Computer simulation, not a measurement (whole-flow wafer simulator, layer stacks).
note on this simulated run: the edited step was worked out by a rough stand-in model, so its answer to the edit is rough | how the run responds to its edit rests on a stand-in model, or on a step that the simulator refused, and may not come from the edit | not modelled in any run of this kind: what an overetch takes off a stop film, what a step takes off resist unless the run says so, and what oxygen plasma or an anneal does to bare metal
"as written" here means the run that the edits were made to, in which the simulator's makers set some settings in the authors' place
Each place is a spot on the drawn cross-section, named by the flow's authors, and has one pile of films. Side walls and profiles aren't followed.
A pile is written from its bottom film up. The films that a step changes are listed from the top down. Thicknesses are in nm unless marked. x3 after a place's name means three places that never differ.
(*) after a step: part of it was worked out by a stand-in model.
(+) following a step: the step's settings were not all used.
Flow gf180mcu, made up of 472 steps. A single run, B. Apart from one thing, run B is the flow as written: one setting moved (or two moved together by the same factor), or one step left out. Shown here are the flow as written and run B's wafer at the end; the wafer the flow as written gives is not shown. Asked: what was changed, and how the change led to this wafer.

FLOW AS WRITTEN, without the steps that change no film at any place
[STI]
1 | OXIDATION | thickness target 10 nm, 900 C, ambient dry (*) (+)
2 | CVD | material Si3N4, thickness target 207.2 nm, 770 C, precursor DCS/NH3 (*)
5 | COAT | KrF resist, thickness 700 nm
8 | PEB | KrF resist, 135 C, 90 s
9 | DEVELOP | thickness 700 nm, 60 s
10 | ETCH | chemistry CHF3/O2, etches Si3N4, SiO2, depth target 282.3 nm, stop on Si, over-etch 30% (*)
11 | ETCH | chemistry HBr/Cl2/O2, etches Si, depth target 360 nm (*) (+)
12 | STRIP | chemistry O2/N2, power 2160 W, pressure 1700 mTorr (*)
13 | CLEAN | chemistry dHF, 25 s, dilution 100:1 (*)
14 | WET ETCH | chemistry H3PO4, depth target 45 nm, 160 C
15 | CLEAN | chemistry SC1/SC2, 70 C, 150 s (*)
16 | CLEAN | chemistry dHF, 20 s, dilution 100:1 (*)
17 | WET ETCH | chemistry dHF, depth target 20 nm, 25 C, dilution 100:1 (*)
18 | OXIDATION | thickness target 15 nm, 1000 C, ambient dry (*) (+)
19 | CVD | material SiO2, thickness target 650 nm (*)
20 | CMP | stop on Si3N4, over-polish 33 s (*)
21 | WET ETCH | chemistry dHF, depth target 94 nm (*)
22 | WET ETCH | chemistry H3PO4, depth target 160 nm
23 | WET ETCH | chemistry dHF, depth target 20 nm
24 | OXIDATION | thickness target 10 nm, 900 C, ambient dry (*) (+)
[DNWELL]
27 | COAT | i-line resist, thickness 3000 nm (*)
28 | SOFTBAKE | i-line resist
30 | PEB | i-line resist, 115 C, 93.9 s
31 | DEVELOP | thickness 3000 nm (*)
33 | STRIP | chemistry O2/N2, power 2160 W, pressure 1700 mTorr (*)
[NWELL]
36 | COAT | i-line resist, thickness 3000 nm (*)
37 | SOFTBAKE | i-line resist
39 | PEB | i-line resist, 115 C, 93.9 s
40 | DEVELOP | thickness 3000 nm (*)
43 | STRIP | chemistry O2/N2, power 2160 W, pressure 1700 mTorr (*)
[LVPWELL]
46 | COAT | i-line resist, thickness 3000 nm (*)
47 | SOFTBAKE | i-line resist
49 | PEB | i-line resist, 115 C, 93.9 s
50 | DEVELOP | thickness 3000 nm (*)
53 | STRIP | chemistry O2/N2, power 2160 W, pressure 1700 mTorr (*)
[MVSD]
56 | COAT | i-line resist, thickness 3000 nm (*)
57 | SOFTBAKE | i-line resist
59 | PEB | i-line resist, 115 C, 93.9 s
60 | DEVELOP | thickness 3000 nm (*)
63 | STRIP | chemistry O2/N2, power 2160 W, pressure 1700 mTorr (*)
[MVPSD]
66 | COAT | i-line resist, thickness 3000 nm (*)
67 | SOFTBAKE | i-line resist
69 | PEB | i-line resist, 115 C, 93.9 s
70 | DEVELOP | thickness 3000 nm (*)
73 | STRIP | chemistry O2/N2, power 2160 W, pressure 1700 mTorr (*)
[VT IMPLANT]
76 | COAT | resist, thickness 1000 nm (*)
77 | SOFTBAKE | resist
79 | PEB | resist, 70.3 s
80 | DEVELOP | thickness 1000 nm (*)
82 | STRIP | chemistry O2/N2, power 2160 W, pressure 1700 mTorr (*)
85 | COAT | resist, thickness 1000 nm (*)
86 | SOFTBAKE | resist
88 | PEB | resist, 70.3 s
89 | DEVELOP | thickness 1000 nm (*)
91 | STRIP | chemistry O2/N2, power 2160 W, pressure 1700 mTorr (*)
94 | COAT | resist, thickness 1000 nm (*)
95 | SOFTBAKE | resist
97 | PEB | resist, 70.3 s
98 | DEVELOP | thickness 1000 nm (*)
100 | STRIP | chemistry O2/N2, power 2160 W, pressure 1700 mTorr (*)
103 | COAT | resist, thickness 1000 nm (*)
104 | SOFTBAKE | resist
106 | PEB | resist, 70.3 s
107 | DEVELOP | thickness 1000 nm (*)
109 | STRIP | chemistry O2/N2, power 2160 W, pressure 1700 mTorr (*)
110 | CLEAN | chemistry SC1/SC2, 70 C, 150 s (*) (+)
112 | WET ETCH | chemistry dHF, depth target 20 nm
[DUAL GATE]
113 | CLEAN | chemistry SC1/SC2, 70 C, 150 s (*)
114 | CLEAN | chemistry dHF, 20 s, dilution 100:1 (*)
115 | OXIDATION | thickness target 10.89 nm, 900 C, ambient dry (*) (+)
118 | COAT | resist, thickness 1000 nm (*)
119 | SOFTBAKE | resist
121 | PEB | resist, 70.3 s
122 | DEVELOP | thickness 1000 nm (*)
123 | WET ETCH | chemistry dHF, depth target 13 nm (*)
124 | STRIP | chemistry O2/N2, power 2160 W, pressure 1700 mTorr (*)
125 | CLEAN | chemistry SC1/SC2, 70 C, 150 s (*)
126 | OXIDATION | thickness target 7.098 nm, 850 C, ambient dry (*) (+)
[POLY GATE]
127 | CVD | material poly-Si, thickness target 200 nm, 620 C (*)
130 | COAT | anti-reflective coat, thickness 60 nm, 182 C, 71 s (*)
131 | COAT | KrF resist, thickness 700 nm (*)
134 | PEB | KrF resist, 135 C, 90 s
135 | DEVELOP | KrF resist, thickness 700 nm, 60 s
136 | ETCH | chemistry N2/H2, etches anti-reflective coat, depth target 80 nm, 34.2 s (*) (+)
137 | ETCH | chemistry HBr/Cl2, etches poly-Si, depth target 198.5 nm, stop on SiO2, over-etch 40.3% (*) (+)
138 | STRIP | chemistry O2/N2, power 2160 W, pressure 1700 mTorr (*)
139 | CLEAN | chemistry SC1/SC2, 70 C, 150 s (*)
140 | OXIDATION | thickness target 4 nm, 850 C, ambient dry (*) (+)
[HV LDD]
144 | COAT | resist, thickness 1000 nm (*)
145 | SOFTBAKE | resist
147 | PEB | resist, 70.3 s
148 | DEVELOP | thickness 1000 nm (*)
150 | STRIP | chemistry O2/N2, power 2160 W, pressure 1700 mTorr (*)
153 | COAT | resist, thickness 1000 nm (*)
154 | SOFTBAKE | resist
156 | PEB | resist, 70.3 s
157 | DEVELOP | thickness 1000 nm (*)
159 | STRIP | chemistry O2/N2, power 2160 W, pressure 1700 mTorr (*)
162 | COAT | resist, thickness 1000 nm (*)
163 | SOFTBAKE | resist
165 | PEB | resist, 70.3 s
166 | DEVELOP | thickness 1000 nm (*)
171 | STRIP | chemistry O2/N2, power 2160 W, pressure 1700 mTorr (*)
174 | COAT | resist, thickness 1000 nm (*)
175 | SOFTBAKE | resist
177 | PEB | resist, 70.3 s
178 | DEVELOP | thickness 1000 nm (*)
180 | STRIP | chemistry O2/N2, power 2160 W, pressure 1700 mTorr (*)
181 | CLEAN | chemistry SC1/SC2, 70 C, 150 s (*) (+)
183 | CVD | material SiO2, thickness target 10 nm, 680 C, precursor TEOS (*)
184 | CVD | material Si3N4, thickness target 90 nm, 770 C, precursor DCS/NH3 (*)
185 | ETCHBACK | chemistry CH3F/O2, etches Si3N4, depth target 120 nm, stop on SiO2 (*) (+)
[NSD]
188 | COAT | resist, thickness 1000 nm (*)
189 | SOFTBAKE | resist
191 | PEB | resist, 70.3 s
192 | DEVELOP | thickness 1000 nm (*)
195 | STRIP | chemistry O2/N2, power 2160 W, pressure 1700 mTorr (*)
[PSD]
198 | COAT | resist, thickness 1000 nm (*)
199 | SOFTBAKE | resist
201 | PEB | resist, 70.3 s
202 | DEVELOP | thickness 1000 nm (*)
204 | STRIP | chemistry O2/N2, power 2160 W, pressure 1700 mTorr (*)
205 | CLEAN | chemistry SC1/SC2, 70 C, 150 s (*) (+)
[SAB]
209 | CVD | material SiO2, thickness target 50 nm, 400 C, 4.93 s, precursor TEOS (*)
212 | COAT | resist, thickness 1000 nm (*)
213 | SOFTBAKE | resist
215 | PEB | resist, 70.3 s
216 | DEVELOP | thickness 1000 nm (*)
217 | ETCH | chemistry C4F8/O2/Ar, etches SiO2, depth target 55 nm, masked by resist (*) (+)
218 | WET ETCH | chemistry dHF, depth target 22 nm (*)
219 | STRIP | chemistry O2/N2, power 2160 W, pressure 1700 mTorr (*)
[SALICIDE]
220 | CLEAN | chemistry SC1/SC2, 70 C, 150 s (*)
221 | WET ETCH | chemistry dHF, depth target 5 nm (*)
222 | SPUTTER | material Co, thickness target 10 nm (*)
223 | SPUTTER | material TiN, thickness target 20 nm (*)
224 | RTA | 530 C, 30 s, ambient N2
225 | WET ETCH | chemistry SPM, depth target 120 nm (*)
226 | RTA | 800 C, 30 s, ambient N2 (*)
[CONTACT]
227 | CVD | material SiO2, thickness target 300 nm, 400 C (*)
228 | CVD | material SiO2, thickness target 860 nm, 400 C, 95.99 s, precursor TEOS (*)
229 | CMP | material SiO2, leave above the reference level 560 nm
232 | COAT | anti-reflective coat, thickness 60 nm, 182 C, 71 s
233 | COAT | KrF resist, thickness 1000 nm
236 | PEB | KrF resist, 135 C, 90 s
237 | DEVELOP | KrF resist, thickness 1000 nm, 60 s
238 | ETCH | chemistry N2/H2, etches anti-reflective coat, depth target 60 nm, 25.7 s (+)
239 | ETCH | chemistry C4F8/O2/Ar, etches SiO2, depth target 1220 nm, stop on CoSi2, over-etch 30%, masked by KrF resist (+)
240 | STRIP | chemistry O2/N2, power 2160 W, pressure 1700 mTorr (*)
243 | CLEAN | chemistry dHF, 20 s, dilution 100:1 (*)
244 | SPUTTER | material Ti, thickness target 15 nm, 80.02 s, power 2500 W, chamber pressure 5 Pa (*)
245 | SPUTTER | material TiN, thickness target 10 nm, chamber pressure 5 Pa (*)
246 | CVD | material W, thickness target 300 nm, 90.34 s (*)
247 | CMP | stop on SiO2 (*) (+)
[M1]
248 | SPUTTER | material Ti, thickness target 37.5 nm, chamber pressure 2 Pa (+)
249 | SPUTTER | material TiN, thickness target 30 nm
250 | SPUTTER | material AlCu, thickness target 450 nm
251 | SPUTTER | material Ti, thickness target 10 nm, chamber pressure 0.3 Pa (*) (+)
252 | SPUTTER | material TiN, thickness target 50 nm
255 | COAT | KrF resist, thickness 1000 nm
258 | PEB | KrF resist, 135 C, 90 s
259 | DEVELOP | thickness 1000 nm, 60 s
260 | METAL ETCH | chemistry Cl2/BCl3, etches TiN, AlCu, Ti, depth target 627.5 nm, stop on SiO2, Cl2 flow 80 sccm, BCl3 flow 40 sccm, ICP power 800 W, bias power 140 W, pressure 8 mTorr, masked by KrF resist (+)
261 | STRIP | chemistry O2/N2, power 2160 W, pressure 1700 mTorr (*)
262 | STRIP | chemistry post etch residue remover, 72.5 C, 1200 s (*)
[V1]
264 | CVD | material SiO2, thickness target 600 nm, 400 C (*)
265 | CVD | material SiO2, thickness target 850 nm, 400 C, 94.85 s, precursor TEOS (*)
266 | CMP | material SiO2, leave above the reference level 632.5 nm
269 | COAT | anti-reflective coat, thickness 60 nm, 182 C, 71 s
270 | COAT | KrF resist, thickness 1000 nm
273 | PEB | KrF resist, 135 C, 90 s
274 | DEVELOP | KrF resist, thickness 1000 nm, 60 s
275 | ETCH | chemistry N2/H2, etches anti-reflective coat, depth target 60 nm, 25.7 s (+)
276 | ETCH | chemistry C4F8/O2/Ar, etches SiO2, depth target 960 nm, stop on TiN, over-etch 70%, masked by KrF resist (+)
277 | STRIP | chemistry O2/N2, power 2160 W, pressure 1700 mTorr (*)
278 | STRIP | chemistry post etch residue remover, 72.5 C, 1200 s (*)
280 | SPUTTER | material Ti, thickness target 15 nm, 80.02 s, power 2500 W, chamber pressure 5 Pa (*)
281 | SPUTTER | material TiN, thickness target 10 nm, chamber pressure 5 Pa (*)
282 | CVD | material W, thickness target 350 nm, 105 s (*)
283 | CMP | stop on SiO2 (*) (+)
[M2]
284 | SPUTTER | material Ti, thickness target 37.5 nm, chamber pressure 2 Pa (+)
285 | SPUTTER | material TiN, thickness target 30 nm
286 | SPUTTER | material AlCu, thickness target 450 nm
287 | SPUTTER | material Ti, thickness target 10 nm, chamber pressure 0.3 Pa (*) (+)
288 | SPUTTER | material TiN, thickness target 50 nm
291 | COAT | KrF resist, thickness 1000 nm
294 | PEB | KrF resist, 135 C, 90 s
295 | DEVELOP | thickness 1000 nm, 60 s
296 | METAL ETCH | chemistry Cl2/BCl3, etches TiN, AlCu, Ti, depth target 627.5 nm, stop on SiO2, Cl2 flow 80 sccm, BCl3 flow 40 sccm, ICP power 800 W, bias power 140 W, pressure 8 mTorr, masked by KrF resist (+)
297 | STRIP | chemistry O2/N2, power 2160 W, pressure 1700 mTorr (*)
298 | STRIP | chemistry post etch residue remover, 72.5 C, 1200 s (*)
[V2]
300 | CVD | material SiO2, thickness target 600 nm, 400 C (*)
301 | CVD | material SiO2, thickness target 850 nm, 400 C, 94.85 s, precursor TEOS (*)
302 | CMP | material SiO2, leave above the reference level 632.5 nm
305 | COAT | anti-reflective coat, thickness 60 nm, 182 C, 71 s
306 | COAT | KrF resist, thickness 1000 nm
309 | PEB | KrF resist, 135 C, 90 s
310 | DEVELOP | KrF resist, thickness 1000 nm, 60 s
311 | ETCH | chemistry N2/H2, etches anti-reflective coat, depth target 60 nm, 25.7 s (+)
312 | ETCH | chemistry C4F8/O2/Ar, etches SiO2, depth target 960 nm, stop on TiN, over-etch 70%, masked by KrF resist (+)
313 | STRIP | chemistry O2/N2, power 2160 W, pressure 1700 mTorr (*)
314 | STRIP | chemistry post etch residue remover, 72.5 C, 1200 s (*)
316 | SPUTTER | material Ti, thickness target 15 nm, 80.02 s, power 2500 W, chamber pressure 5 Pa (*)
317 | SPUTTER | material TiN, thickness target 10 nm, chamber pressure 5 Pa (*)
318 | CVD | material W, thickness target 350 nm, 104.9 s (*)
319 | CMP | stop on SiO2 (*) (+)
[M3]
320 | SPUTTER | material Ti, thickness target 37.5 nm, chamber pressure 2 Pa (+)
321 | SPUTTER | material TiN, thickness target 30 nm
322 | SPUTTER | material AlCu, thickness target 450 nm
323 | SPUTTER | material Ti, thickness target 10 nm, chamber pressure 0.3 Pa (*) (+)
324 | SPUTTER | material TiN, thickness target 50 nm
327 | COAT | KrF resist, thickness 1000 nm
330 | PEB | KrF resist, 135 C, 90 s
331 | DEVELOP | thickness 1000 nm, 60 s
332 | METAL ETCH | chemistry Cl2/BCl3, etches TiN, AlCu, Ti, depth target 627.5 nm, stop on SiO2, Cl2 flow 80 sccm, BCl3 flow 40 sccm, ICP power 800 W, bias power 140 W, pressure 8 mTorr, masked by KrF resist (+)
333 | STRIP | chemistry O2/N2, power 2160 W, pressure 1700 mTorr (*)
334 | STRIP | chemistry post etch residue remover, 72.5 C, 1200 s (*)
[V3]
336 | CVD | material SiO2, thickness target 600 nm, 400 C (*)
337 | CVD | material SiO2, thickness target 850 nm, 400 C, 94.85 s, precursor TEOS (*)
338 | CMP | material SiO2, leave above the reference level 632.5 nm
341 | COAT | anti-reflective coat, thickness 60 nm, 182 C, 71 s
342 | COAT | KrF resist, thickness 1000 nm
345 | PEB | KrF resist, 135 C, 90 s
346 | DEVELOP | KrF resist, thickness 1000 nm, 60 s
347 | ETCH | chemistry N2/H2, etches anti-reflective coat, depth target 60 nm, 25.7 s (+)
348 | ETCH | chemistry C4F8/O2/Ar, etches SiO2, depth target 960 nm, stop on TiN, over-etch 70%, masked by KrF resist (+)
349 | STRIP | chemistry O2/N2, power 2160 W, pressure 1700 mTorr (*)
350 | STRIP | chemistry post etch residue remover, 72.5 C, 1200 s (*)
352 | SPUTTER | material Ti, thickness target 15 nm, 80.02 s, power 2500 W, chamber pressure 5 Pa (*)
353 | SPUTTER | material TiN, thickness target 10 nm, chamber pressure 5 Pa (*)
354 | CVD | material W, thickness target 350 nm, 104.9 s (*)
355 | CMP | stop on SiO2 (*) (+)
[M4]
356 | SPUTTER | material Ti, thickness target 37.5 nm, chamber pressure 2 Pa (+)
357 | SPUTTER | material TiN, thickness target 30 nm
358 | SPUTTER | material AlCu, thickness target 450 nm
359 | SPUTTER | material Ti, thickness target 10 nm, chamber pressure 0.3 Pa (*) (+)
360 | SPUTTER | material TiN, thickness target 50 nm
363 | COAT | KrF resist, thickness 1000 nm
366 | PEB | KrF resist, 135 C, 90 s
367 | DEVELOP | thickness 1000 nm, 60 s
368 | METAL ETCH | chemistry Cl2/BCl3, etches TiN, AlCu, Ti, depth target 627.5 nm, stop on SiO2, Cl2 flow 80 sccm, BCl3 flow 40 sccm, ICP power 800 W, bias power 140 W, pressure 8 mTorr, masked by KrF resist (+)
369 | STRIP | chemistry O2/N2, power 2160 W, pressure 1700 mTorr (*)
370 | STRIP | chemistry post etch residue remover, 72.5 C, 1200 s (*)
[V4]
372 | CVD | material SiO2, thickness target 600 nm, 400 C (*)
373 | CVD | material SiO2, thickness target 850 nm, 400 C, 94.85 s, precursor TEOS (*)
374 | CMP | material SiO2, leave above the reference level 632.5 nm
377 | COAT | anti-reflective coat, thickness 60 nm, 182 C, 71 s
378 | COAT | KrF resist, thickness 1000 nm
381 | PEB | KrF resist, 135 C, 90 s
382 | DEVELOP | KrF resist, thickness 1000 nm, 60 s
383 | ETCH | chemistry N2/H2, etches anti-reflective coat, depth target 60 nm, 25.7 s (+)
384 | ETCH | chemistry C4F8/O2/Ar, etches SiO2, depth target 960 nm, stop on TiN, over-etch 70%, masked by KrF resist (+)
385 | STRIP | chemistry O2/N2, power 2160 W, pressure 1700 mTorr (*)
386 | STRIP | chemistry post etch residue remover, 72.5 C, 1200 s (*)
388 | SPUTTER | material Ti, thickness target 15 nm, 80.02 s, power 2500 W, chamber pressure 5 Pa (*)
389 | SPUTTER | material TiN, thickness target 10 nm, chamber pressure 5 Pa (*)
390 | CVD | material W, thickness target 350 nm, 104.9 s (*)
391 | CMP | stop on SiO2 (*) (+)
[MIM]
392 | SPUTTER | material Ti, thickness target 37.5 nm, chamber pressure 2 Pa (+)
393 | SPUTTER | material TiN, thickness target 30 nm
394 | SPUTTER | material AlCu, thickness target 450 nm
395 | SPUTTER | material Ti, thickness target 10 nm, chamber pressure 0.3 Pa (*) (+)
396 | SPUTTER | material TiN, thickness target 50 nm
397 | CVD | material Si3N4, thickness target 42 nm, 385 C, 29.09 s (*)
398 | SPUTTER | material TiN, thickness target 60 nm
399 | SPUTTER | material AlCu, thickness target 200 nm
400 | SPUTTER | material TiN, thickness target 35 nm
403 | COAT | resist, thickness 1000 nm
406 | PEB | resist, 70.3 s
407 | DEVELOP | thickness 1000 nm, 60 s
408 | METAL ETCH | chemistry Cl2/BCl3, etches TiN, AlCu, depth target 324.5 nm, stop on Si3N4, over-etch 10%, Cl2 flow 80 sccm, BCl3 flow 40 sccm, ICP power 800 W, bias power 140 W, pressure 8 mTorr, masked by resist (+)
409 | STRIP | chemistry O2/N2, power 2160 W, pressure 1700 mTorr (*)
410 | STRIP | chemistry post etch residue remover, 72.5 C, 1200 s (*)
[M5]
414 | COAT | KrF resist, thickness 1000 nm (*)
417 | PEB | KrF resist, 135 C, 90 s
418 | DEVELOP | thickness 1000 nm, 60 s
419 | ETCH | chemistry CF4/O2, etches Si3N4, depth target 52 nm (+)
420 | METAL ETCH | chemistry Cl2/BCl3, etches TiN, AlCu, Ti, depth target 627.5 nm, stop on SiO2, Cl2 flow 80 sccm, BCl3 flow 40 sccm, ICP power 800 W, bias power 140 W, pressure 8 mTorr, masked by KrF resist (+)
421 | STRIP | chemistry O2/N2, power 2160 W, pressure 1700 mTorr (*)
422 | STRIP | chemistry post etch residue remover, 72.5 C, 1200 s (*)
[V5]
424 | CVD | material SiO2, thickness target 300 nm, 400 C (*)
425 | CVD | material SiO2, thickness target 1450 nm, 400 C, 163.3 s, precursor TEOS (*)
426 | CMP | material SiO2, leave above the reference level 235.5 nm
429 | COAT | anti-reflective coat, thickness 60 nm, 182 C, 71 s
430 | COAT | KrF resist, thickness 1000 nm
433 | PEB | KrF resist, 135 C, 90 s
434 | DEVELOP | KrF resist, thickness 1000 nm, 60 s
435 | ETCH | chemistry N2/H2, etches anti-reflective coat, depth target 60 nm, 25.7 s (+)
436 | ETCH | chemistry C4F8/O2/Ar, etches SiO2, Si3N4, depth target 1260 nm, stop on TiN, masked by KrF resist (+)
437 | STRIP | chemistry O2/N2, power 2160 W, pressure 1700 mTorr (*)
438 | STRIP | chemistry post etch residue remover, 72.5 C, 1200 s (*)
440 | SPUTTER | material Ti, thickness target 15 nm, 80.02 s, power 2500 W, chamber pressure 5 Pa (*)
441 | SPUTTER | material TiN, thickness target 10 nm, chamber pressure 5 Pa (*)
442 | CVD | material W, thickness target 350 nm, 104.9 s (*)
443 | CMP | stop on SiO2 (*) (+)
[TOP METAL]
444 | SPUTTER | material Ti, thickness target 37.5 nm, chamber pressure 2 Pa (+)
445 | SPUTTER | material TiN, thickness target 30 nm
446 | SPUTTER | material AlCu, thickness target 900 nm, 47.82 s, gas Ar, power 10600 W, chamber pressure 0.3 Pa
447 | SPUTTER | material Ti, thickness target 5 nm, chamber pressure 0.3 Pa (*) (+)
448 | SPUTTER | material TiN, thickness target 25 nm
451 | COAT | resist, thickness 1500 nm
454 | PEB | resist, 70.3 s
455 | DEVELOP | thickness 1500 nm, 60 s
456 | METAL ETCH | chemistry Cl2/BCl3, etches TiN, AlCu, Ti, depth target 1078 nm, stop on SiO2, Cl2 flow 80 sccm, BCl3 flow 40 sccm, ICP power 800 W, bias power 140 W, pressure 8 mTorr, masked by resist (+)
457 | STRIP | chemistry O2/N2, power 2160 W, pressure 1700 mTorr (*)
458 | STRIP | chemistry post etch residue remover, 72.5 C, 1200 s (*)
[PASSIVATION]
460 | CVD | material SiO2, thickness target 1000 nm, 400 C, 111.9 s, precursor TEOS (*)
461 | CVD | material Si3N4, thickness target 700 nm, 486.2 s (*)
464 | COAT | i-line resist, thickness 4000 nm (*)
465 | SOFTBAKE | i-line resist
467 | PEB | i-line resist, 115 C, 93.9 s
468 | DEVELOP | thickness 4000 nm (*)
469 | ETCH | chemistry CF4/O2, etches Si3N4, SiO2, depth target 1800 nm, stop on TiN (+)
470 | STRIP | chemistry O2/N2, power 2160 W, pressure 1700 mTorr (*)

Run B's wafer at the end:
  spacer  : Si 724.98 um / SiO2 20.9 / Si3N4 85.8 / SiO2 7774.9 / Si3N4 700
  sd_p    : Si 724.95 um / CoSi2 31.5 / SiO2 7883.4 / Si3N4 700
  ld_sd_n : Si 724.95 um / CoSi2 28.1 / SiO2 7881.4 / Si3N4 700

What caused this: step 183, CVD: thickness target 13.7 nm was run, though the flow has thickness target 10 nm.

Step by step, how the change led to this:
  183 | CVD | material SiO2, thickness target 10 nm, 680 C, precursor TEOS (*)
      field, field__w1, field__w2 and 99 more: +13.7 SiO2 (as written it would have been: +10 SiO2)
      ld_drift_p: +13.5 SiO2 (as written it would have been: +9.87 SiO2)
      (and at 1 other place as well)
  189 | SOFTBAKE | resist
      field__w9: -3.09 resist (as written it would have been: +6.92 resist)
      field_sub__w1: +9.73 resist (as written it would have been: +7.47 resist)
  199 | SOFTBAKE | resist
      field__w9: -3.09 resist (as written it would have been: +6.92 resist)
      field_sub__w1: +9.73 resist (as written it would have been: +7.47 resist)
  218 | WET ETCH | chemistry dHF, depth target 22 nm (*)
      gate, gate_hv, gate_p and 23 more: -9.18 SiO2 (all of it) (as written it would have been: -5.48 SiO2 (all of it))
      field__w7, field__w8, field__w11 and 14 more: -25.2 SiO2 (as written it would have been: -24.6 SiO2)
      (and at 37 other places as well)
